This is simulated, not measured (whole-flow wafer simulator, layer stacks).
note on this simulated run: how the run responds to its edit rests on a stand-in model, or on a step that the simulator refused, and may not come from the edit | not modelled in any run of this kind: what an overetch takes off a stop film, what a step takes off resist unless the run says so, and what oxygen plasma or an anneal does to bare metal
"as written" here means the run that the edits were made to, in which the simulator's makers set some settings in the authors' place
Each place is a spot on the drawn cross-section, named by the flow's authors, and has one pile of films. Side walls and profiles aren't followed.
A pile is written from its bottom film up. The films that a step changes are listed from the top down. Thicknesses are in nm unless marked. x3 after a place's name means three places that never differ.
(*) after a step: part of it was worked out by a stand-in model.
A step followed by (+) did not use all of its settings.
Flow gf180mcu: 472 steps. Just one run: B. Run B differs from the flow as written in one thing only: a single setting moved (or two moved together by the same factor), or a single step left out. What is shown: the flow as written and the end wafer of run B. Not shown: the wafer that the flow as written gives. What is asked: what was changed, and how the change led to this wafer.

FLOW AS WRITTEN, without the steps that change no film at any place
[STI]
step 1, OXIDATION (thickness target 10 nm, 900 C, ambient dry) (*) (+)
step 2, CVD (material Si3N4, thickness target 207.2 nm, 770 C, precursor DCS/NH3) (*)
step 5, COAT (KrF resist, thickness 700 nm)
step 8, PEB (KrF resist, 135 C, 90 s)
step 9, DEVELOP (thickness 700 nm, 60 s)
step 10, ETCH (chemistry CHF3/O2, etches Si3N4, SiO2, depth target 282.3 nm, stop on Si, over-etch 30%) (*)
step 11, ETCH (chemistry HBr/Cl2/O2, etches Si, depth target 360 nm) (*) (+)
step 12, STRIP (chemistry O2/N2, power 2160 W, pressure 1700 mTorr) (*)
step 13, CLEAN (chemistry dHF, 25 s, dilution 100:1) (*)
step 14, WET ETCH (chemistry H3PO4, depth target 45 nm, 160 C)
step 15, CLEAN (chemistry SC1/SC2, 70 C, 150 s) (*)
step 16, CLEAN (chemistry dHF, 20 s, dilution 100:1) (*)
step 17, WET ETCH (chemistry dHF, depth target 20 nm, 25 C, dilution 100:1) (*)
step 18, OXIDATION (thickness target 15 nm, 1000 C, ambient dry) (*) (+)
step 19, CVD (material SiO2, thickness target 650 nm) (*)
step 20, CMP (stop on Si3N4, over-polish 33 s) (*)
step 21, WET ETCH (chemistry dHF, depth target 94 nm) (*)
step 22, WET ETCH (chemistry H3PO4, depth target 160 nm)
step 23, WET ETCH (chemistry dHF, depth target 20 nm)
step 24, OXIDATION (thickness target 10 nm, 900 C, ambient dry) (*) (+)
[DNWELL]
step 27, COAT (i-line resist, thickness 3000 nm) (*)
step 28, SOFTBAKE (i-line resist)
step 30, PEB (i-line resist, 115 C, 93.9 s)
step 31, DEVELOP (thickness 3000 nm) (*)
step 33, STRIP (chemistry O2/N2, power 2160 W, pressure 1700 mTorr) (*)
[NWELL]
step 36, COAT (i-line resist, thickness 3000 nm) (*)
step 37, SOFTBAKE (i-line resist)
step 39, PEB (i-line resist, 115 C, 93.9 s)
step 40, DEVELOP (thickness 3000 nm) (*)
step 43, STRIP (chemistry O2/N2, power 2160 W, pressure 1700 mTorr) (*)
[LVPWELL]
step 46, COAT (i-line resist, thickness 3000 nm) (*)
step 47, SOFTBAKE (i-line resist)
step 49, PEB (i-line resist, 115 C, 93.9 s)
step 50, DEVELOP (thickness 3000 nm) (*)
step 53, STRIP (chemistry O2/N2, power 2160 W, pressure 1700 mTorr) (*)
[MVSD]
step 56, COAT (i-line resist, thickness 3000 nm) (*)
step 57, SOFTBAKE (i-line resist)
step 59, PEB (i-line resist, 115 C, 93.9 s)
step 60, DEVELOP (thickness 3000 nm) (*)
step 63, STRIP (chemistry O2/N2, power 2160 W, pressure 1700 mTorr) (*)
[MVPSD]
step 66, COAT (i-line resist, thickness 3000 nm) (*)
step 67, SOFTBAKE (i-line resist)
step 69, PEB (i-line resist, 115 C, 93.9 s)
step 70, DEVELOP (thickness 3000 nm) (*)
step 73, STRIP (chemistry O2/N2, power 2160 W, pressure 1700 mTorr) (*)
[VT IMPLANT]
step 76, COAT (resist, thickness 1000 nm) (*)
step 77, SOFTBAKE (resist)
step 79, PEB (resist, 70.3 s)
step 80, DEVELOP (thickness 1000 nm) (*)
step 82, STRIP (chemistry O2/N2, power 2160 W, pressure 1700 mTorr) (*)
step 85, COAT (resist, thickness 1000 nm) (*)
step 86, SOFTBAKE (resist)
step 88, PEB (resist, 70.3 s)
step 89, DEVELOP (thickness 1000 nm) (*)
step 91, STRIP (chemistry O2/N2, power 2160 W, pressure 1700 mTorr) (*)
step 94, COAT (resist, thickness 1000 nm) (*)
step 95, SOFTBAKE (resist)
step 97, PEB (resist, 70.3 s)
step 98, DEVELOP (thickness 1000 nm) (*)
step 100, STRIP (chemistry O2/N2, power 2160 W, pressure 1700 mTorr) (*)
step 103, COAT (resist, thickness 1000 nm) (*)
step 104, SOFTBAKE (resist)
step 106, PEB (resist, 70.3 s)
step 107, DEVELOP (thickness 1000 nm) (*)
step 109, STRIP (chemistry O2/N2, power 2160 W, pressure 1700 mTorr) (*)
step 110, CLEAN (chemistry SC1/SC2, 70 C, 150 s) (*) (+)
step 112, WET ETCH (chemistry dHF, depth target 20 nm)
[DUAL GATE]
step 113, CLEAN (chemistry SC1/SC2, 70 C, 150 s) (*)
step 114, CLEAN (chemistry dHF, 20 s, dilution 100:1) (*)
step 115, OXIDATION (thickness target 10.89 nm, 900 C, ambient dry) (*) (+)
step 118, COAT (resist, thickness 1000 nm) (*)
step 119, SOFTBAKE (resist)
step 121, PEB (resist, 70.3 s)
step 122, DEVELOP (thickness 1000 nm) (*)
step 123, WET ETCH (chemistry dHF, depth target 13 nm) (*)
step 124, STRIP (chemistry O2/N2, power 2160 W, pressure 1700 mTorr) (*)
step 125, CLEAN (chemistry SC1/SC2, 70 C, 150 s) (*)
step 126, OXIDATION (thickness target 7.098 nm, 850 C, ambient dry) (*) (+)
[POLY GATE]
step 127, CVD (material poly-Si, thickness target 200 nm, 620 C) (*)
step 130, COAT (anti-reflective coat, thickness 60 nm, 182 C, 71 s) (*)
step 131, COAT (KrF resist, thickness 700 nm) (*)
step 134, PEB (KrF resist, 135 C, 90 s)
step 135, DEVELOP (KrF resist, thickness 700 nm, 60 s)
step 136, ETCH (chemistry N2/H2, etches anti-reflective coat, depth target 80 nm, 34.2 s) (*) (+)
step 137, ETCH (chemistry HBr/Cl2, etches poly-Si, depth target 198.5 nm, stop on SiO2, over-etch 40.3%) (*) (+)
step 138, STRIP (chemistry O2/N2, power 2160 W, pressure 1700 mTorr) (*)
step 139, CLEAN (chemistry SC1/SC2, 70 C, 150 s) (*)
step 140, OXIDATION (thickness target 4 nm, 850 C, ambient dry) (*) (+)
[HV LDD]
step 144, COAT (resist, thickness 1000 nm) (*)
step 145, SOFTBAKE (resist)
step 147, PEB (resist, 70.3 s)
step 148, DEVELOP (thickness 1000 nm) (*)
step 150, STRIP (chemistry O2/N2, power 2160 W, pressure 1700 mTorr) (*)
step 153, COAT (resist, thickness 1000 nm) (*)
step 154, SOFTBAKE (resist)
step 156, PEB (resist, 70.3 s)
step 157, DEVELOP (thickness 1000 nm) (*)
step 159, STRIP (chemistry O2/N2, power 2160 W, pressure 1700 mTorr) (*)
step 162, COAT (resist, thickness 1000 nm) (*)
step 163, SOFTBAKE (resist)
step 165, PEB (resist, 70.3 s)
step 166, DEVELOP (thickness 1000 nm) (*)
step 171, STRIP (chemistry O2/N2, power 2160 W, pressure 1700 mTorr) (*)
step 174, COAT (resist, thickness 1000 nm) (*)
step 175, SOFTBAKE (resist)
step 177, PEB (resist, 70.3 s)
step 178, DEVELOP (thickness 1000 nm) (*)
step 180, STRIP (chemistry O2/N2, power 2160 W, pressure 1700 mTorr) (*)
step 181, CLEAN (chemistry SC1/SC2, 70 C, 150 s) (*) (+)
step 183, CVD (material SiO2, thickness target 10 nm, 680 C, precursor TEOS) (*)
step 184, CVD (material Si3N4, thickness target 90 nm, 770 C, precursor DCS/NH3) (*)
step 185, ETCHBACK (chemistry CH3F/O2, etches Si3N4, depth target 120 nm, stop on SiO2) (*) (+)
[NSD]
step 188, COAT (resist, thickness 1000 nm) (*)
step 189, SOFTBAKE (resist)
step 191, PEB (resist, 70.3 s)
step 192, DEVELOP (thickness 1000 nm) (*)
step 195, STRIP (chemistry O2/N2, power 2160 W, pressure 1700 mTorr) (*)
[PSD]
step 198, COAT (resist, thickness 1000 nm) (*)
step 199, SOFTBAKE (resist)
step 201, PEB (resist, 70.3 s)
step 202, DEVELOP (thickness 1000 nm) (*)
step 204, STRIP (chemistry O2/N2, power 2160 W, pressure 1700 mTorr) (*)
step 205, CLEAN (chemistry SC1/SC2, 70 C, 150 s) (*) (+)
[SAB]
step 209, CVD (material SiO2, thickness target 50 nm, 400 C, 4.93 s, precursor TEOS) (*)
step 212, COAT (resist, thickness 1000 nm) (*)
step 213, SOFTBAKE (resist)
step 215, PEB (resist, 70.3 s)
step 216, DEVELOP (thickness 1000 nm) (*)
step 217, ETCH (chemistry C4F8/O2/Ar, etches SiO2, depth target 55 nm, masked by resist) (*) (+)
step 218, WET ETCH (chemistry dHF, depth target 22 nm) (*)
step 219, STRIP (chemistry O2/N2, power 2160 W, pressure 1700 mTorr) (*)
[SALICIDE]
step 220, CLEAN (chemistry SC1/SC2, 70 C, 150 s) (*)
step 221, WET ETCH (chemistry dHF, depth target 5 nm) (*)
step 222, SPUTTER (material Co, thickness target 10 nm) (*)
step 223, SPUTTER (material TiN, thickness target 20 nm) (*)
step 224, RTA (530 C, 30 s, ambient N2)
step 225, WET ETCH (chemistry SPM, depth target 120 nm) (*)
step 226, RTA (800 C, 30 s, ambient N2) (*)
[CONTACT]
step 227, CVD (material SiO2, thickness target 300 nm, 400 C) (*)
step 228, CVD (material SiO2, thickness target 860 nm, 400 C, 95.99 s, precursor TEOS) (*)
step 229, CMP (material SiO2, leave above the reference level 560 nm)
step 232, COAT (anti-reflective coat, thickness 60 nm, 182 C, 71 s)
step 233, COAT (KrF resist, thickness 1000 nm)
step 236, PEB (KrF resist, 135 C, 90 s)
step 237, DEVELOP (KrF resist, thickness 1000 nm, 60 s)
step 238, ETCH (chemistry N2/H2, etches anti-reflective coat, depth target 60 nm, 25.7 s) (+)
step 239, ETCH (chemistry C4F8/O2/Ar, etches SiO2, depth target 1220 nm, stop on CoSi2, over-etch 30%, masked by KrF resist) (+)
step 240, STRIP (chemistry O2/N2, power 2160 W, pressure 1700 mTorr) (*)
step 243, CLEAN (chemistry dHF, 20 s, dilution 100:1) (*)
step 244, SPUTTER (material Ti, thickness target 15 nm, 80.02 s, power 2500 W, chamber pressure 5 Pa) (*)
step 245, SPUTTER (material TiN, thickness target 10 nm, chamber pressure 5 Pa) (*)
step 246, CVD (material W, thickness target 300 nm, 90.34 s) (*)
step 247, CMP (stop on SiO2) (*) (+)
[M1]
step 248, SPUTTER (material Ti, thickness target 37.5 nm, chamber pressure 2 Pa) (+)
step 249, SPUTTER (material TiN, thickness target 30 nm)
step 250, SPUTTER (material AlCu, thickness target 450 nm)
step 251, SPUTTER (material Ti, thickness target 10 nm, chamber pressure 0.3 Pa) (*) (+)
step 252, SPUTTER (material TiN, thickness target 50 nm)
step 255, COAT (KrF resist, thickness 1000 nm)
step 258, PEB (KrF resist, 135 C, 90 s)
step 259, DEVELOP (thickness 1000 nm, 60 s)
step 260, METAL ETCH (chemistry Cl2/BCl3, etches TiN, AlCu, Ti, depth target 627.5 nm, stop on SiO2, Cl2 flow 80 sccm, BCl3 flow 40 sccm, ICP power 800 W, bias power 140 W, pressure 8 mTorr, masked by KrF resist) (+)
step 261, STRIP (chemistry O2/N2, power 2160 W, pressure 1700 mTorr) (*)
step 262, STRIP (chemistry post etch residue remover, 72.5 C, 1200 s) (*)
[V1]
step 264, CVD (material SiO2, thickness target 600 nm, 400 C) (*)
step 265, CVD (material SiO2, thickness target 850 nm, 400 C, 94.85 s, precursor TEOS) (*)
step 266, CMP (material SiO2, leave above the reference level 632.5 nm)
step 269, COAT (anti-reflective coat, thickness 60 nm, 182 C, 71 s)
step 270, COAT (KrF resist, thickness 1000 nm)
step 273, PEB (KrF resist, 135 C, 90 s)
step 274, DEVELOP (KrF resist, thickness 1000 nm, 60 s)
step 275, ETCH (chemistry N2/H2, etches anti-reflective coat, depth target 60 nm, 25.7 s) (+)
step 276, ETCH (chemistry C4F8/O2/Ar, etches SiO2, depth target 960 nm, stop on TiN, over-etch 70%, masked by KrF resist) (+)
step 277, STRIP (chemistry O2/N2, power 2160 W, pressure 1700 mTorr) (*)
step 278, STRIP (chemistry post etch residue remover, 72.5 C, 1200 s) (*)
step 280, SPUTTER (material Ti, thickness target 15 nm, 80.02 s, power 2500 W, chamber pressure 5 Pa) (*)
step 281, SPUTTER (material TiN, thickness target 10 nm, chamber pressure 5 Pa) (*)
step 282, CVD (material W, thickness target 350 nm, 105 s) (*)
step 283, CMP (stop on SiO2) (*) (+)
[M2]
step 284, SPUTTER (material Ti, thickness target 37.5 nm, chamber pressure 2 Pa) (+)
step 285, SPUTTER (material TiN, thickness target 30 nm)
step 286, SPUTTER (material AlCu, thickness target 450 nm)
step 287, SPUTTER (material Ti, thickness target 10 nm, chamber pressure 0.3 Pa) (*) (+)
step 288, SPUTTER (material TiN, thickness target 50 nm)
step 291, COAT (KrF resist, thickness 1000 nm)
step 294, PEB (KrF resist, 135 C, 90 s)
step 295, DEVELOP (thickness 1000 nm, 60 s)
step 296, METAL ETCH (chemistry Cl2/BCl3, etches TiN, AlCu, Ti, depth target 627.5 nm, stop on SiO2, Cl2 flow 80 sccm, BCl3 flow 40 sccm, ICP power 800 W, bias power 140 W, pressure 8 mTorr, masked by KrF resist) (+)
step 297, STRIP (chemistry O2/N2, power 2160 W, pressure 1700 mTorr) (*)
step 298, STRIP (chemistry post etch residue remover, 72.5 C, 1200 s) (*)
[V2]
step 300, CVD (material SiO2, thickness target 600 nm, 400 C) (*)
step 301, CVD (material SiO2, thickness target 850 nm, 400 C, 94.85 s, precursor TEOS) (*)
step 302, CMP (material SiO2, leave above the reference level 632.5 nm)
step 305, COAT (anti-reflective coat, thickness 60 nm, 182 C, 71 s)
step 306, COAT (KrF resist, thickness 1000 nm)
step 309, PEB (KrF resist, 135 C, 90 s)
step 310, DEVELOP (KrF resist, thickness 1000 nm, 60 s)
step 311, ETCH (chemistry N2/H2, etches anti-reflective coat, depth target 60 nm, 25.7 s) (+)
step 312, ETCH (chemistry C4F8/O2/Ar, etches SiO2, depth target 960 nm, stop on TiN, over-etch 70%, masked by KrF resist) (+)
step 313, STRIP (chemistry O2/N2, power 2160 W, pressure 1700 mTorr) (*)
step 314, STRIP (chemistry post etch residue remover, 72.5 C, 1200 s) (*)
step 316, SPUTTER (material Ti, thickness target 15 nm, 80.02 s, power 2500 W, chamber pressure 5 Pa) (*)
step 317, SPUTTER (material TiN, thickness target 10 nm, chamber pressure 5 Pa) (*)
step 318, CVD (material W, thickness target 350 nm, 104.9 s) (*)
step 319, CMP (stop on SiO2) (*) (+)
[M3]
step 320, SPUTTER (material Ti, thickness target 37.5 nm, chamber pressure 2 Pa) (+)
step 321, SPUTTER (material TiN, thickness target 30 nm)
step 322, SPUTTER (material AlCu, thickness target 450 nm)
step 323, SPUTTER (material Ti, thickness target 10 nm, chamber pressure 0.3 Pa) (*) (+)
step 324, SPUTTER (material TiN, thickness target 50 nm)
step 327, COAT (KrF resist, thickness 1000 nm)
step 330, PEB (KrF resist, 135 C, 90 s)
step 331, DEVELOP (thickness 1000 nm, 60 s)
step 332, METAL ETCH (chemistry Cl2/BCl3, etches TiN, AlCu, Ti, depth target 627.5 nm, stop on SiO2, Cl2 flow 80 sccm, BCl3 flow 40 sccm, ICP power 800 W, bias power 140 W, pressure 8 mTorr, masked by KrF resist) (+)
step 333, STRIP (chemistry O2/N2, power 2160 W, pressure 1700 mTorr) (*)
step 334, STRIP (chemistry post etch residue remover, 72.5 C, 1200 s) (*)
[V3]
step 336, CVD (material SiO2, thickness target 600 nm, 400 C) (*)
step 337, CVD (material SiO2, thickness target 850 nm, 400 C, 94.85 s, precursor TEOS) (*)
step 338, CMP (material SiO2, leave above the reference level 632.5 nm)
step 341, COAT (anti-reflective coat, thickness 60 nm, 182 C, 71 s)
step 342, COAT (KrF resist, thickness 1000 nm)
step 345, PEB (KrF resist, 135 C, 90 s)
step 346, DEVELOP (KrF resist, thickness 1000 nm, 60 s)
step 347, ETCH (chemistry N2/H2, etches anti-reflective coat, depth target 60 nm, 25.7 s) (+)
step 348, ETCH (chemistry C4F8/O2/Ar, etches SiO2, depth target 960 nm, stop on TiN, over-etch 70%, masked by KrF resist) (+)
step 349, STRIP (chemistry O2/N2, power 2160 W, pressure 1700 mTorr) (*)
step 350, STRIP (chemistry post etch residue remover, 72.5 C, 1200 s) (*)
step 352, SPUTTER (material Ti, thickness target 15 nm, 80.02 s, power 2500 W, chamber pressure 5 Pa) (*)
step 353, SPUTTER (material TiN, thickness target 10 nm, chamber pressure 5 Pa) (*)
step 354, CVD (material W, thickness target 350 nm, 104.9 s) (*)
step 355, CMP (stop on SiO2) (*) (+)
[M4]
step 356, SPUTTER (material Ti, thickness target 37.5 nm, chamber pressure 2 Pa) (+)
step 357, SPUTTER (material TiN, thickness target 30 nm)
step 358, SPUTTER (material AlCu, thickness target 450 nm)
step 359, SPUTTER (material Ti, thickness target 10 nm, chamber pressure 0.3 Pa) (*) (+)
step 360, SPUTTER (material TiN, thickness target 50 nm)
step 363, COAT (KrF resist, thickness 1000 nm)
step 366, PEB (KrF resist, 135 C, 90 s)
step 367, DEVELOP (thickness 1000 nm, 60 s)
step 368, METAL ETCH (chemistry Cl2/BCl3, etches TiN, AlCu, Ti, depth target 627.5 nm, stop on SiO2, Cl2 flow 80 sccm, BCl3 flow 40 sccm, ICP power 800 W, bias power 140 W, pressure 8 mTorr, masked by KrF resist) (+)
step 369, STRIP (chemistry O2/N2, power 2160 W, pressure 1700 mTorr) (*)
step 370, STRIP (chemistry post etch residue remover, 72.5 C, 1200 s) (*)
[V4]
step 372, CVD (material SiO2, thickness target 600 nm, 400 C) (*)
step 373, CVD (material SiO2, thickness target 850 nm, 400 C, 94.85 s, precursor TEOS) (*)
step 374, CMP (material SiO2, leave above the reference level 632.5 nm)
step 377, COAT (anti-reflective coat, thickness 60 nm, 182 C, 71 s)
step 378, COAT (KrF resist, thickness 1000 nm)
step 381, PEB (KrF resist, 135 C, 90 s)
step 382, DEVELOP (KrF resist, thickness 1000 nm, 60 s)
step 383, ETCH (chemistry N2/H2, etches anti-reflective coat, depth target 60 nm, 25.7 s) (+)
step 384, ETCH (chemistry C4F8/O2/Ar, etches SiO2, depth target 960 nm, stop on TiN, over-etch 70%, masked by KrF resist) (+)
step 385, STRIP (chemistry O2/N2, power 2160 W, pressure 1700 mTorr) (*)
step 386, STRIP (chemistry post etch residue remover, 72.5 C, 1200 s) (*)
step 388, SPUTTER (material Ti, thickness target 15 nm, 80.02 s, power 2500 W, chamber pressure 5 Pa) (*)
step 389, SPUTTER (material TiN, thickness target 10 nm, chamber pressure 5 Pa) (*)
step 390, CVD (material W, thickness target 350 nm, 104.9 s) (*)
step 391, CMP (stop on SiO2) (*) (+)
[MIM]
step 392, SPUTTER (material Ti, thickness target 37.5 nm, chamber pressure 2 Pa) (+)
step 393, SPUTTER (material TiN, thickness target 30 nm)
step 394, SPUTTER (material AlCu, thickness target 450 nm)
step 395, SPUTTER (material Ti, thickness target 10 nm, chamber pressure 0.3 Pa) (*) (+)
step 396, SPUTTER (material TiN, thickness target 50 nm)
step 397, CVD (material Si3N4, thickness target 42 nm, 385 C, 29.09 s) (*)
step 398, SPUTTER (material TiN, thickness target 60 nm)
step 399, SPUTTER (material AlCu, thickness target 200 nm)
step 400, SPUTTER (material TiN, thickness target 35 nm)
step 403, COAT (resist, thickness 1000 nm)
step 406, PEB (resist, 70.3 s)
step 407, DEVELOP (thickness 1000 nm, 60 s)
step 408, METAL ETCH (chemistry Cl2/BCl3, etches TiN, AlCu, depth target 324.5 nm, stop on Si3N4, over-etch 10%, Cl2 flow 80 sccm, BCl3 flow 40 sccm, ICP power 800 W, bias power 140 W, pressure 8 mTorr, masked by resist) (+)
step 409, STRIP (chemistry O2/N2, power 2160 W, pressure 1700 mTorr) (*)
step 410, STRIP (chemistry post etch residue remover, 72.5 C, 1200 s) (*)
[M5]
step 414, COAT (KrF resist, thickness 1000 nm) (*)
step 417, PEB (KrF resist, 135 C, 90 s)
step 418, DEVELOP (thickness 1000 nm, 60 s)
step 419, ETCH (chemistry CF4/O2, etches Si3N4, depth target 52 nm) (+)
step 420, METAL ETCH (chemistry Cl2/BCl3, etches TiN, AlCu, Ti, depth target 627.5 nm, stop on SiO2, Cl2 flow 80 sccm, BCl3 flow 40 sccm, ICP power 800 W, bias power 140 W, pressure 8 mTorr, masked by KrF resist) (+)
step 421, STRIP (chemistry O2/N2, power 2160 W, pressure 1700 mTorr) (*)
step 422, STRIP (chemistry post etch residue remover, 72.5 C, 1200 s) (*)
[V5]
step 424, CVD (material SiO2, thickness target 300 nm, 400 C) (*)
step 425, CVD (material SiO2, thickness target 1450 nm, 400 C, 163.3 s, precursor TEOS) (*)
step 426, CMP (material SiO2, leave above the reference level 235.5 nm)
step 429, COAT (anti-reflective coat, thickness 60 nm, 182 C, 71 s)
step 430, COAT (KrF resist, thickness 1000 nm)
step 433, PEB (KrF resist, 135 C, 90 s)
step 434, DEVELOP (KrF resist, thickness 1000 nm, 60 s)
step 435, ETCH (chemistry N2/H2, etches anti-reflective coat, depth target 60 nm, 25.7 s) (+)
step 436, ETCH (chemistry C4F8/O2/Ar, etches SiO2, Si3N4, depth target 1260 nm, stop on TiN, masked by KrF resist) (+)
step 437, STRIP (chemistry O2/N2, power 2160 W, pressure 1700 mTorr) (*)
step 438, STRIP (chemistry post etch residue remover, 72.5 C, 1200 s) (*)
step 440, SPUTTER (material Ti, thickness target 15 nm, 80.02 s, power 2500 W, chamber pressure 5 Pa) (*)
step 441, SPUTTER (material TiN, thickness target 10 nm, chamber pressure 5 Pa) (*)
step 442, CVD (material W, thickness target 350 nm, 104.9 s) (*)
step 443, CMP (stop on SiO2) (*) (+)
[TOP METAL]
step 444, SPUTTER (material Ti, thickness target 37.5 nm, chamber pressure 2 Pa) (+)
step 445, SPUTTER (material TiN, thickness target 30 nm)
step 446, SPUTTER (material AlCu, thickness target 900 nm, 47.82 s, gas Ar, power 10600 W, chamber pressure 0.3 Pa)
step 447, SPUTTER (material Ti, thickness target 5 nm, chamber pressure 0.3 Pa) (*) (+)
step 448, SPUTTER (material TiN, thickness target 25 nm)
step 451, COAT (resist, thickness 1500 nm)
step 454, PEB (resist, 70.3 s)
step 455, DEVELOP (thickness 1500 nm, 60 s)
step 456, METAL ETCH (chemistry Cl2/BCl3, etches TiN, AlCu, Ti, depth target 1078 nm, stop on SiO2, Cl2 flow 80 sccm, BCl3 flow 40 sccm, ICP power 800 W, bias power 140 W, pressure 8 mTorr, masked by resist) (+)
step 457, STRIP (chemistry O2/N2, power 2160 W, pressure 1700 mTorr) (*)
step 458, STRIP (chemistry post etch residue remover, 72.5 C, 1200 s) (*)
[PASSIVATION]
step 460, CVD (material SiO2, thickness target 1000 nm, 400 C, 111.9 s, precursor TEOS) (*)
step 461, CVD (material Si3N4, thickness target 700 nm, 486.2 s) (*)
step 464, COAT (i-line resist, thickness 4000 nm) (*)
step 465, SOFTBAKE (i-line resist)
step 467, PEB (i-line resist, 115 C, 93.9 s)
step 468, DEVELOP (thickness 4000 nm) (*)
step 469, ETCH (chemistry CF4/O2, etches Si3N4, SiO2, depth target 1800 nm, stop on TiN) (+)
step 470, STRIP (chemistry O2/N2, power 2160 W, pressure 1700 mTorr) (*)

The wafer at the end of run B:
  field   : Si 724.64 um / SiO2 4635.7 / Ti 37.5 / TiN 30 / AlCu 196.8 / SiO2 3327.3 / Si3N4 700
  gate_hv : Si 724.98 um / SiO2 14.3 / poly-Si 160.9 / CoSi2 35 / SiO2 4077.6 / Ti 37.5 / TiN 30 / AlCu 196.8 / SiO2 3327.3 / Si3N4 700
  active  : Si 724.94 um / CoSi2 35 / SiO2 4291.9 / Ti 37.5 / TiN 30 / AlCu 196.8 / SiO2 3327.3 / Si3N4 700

What caused this: step 368, METAL ETCH: depth target 307.5 nm was run, though the flow has depth target 627.5 nm.

Step by step, how the change led to this:
  step 368, METAL ETCH (chemistry Cl2/BCl3, etches TiN, AlCu, Ti, depth target 627.5 nm, stop on SiO2, Cl2 flow 80 sccm, BCl3 flow 40 sccm, ICP power 800 W, bias power 140 W, pressure 8 mTorr, masked by KrF resist) (+)
      field, field__w1, field__w2 and 103 more: -50 TiN (all of it), -10 Ti (all of it), -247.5 AlCu (in the flow as written it would be: -50 TiN (all of it), -10 Ti (all of it), -450 AlCu (all of it), -30 TiN (all of it), -37.5 Ti (all of it))
      field__w8, contact, m1, m1__w1, m1_nw: -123 KrF resist (in the flow as written it would be: -251 KrF resist)
  step 369, STRIP (chemistry O2/N2, power 2160 W, pressure 1700 mTorr) (*)
      field__w8, contact, m1, m1__w1, m1_nw: -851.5 KrF resist (all of it) (in the flow as written it would be: -723.5 KrF resist (all of it))
  step 370, STRIP (chemistry post etch residue remover, 72.5 C, 1200 s) (*)
      field, field__w1, field__w2 and 103 more: -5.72 AlCu (in the flow as written it would be: nothing)
  step 372, CVD (material SiO2, thickness target 600 nm, 400 C) (*)
      field, field__w1, field__w2 and 103 more: +600 SiO2 (new film) (in the flow as written it would be: +600 SiO2)
  step 374, CMP (material SiO2, leave above the reference level 632.5 nm)
      field, field__w1, field__w2 and 103 more: -564.3 SiO2 (in the flow as written it would be: -300 SiO2)
Taking metal films that touch as one body, field has 1 body; the flow as written gives 0 bodies.
Taking metal films that touch as one body, gate_hv has 2 bodies (between them, from the top down: SiO2 4077.6); the flow as written gives 1 body.
Taking metal films that touch as one body, active has 2 bodies (between them, from the top down: SiO2 4291.9); the flow as written gives 1 body.
